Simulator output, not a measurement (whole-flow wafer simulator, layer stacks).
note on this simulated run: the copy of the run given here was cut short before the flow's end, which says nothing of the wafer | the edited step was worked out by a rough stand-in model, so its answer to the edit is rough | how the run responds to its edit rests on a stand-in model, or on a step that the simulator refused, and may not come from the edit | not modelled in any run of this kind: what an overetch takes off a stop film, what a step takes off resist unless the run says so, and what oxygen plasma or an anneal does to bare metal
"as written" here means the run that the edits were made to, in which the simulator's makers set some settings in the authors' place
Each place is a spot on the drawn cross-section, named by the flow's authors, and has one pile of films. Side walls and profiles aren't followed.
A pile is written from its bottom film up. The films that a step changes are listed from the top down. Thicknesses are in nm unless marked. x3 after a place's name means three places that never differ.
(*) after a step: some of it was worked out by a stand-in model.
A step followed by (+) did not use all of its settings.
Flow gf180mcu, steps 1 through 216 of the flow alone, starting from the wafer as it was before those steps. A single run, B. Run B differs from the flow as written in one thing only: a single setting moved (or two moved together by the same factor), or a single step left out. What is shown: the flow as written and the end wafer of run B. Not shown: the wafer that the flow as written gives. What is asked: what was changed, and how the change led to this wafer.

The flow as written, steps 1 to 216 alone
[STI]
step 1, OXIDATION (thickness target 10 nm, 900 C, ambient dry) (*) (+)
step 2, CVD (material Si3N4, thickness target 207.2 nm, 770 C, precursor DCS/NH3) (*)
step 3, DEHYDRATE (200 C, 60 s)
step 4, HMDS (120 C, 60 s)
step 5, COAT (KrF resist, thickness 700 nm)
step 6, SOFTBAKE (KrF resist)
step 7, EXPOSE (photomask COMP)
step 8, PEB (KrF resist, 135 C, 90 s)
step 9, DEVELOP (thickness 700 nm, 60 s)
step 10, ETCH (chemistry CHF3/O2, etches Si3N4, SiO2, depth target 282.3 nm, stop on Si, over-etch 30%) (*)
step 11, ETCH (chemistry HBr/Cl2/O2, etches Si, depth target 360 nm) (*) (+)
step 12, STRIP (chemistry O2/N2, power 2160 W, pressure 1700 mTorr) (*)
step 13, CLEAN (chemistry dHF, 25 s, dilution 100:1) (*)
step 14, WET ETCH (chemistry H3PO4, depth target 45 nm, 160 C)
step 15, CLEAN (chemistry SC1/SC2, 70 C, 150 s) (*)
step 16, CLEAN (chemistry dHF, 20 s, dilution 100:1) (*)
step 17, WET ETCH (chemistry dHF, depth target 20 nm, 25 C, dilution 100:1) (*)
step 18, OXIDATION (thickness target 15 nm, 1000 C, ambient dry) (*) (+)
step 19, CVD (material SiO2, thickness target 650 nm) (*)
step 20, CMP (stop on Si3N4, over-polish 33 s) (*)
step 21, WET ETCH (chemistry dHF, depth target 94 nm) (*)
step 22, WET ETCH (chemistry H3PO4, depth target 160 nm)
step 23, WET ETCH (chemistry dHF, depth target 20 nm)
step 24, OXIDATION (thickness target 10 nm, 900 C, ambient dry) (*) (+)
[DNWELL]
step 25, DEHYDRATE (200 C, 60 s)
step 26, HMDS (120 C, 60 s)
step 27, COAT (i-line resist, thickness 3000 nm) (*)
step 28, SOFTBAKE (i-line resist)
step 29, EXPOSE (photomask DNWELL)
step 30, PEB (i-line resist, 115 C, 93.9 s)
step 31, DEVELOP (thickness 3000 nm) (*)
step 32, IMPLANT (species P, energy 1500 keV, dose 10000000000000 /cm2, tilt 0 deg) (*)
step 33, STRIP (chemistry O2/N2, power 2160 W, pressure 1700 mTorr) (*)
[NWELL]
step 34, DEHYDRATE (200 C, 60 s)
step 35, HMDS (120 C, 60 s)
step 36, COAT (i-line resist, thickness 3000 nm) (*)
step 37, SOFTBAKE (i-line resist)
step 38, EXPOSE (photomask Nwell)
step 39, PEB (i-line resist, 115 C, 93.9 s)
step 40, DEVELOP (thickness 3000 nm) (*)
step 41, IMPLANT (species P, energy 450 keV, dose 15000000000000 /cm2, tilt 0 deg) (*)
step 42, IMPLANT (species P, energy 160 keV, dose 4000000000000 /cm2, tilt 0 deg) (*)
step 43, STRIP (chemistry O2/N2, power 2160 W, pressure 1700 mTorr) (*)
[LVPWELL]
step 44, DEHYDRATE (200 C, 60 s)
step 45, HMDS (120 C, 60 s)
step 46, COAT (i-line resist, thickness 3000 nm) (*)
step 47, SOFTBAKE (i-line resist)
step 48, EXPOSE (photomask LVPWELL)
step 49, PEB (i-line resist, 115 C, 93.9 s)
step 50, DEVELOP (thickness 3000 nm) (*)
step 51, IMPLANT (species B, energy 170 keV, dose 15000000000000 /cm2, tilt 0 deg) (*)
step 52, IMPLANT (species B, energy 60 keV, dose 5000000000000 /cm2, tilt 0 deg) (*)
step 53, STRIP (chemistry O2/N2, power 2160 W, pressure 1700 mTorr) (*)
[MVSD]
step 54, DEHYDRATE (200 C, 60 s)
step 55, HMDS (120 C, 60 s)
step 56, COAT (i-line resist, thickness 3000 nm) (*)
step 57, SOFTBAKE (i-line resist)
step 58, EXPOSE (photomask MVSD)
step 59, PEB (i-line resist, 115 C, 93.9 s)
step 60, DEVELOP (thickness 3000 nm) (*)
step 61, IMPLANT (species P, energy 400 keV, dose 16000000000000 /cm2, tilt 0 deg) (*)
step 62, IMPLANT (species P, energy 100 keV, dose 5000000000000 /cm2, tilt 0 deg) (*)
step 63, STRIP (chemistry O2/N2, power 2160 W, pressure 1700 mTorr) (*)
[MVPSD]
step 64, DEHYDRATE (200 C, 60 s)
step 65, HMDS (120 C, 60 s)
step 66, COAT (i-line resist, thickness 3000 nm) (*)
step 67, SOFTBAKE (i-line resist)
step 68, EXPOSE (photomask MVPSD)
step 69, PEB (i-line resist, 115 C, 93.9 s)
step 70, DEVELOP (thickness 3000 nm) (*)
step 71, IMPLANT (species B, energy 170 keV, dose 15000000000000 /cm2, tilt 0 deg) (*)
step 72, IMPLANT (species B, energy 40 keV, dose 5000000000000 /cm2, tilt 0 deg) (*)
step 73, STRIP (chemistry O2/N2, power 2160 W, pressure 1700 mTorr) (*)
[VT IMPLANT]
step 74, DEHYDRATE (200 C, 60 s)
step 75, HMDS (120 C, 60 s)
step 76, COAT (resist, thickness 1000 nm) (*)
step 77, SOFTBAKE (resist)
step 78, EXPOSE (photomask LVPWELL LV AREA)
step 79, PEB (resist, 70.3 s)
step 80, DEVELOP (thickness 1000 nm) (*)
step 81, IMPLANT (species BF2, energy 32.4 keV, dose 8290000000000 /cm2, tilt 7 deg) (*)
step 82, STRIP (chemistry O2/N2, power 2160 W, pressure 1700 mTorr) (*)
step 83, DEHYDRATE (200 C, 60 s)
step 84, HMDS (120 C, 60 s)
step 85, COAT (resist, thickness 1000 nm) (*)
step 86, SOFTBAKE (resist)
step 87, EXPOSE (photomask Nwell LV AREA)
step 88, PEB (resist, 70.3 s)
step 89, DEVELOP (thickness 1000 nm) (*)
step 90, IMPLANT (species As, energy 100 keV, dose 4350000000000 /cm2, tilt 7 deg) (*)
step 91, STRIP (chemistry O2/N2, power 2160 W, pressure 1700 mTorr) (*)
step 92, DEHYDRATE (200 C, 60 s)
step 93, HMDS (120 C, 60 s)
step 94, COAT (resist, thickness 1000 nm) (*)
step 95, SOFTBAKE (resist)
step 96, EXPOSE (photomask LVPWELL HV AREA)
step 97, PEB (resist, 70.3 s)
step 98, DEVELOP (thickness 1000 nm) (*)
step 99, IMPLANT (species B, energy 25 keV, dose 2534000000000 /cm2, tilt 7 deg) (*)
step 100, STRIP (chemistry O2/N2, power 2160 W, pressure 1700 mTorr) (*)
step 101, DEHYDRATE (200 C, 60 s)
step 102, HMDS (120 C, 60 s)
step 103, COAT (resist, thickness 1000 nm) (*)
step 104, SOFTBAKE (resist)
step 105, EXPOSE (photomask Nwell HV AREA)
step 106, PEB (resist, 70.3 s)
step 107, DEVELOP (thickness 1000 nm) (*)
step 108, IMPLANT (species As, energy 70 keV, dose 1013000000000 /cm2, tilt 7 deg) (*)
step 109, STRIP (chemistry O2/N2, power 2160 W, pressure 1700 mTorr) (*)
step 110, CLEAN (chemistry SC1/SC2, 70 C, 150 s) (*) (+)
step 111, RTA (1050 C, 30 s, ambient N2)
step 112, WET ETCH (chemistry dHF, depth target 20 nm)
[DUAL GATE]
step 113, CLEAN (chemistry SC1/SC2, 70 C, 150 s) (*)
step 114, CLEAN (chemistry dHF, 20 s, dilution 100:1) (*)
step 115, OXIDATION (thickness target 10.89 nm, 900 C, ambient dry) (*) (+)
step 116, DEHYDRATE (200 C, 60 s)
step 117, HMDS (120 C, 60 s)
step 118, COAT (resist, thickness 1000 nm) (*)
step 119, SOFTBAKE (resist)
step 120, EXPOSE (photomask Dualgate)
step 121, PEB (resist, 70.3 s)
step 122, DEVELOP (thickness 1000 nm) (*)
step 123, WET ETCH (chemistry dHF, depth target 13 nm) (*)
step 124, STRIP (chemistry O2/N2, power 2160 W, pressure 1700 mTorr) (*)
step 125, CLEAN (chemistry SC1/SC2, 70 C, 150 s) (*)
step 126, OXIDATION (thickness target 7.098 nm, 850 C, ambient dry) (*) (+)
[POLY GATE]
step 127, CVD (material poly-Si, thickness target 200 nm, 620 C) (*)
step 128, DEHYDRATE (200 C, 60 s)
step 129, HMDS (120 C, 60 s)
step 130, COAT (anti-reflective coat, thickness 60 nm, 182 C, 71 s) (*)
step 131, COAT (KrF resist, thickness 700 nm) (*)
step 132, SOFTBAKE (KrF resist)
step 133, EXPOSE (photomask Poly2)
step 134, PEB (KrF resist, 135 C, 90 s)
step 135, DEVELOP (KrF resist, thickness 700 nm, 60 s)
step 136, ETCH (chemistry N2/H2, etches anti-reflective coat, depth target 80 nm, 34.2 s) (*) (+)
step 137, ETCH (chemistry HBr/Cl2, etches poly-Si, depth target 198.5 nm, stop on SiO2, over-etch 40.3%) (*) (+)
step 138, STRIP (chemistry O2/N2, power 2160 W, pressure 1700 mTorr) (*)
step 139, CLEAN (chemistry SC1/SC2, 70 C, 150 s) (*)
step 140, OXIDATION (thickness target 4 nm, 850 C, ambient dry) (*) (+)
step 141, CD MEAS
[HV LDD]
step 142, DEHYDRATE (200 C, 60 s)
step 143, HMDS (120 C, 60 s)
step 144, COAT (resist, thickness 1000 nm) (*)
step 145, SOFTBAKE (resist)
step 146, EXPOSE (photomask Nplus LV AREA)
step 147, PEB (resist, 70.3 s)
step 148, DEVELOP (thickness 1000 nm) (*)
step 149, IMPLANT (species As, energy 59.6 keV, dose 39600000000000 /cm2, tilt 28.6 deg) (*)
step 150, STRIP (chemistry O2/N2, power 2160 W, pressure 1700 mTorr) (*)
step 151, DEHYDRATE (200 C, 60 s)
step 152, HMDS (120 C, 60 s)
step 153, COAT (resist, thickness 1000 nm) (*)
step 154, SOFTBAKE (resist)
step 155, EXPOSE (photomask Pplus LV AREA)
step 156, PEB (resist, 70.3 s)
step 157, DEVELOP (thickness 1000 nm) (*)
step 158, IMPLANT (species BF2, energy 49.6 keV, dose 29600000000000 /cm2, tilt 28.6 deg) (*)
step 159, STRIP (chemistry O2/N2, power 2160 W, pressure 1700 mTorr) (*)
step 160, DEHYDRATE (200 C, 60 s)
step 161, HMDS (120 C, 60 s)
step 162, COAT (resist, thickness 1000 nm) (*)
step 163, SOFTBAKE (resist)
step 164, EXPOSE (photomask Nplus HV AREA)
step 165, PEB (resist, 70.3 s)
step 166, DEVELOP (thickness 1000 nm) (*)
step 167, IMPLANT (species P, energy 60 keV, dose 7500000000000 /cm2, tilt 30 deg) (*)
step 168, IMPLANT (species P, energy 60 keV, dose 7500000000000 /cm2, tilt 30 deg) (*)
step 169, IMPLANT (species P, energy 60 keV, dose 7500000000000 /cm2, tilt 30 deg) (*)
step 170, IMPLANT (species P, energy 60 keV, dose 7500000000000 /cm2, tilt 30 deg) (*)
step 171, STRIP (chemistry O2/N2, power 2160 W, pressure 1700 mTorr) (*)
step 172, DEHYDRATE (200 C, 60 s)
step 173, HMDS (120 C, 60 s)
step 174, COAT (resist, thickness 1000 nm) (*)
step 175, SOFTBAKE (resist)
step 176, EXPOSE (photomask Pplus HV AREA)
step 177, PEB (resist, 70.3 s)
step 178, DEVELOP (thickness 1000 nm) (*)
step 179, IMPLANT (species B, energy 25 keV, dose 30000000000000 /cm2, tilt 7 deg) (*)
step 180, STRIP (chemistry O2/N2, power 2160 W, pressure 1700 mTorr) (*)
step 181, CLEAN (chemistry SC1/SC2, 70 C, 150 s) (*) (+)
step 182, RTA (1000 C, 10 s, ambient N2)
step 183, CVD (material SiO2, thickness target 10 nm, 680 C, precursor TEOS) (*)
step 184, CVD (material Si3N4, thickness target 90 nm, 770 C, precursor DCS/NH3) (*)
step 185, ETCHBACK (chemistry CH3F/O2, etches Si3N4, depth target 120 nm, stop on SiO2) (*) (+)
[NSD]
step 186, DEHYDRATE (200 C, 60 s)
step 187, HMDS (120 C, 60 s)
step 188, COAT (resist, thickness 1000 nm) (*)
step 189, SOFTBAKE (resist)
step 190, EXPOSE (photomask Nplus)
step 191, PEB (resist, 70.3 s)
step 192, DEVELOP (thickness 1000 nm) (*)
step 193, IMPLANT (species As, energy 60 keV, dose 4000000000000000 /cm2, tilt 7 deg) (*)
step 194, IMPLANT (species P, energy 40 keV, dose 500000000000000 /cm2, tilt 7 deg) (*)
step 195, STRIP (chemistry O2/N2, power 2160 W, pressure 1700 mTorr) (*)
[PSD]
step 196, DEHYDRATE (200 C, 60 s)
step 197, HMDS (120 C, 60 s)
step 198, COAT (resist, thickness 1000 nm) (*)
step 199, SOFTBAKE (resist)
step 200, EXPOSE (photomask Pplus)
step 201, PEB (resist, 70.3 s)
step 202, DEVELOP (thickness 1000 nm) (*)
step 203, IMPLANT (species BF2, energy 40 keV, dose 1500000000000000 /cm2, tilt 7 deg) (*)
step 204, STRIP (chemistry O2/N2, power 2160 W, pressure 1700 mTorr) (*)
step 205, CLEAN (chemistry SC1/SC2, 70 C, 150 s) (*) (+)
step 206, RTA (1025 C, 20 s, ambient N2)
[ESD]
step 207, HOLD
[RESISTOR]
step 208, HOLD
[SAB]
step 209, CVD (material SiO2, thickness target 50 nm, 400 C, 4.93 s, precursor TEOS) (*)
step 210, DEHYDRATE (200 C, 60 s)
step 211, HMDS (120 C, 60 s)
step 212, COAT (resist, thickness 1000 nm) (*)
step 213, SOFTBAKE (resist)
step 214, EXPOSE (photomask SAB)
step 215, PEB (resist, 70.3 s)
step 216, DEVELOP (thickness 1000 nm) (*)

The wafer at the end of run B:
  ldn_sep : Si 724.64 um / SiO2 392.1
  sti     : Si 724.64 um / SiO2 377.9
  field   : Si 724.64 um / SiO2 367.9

What caused this: step 21, WET ETCH: depth target 140 nm was run, while the flow as written has depth target 94 nm.

The path from the change to this, step by step:
  step 21, WET ETCH (chemistry dHF, depth target 94 nm) (*)
      active, n_well, p_well and 40 more: -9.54 Si3N4 (as written it would have been: -6.43 Si3N4)
      field, field_sub, sti and 34 more: -140 SiO2 (as written it would have been: -94 SiO2)
  step 22, WET ETCH (chemistry H3PO4, depth target 160 nm)
      active, n_well, p_well and 40 more: -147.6 Si3N4 (all of it), -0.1 SiO2 (as written it would have been: -150.8 Si3N4 (all of it), -0.07 SiO2)
  step 28, SOFTBAKE (i-line resist)
      field: -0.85 i-line resist (as written it would have been: +2.45 i-line resist)
      field_sub: -0.68 i-line resist (as written it would have been: +1.87 i-line resist)
      (also at 62 further places)
  step 37, SOFTBAKE (i-line resist)
      field: -0.85 i-line resist (as written it would have been: +2.45 i-line resist)
      field_sub: -0.68 i-line resist (as written it would have been: +1.87 i-line resist)
      (also at 62 further places)
  step 47, SOFTBAKE (i-line resist)
      field: -0.85 i-line resist (as written it would have been: +2.45 i-line resist)
      field_sub: -0.68 i-line resist (as written it would have been: +1.87 i-line resist)
      (also at 62 further places)
  step 57, SOFTBAKE (i-line resist)
      field: -0.85 i-line resist (as written it would have been: +2.45 i-line resist)
      field_sub: -0.68 i-line resist (as written it would have been: +1.87 i-line resist)
      (also at 62 further places)
  step 67, SOFTBAKE (i-line resist)
      field: -0.85 i-line resist (as written it would have been: +2.45 i-line resist)
      field_sub: -0.68 i-line resist (as written it would have been: +1.87 i-line resist)
      (also at 62 further places)
  step 76, COAT (resist, thickness 1000 nm) (*)
      p_well, spacer, sd_n: +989 resist (new film) (as written it would have been: +1033.8 resist (new film))
      field__w6: +1010.5 resist (new film) (as written it would have been: +984.3 resist (new film))
      (also at 43 further places)
  step 77, SOFTBAKE (resist)
      field: nothing (as written it would have been: -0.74 resist)
      field__w2: +0.16 resist (as written it would have been: -0.43 resist)
      (also at 54 further places)
  step 79, PEB (resist, 70.3 s)
      pplus_u, iso_ptap_pw, iso_ntap_nw, vpnp_e: -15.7 resist (as written it would have been: -16.3 resist)
      p_well, spacer, sd_n: -15.7 resist (as written it would have been: -16.4 resist)
      (also at 1 further place)
  step 80, DEVELOP (thickness 1000 nm) (*)
      p_well, spacer, sd_n: -973.3 resist (all of it) (as written it would have been: -1017.4 resist (all of it))
      active: -976.6 resist (all of it) (as written it would have been: -1004 resist (all of it))
      (also at 5 further places)
  step 82, STRIP (chemistry O2/N2, power 2160 W, pressure 1700 mTorr) (*)
      field__w6: -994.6 resist (all of it) (as written it would have been: -968.6 resist (all of it))
      field_sub: -989.8 resist (all of it) (as written it would have been: -966.6 resist (all of it))
      (also at 37 further places)
  step 85, COAT (resist, thickness 1000 nm) (*)
      p_well, spacer, sd_n: +989 resist (new film) (as written it would have been: +1033.8 resist (new film))
      field__w6: +1010.5 resist (new film) (as written it would have been: +984.3 resist (new film))
      (also at 43 further places)
  step 86, SOFTBAKE (resist)
      field: nothing (as written it would have been: -0.74 resist)
      field__w2: +0.16 resist (as written it would have been: -0.43 resist)
      (also at 54 further places)
  step 88, PEB (resist, 70.3 s)
      pplus_u, iso_ptap_pw, iso_ntap_nw, vpnp_e: -15.7 resist (as written it would have been: -16.3 resist)
      p_well, spacer, sd_n: -15.7 resist (as written it would have been: -16.4 resist)
      (also at 1 further place)
  step 89, DEVELOP (thickness 1000 nm) (*)
      n_well: -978 resist (all of it) (as written it would have been: -1002.9 resist (all of it))
      sd_p: -978.2 resist (all of it) (as written it would have been: -1001.9 resist (all of it))
      (also at 5 further places)
  ... 55 other steps ...
  step 216, DEVELOP (thickness 1000 nm) (*)
      p_well, sd_n: -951 resist (all of it) (as written it would have been: -996.4 resist (all of it))
      field__w1: -1038.8 resist (all of it) (as written it would have been: -1017.5 resist (all of it))
      (also at 43 further places)
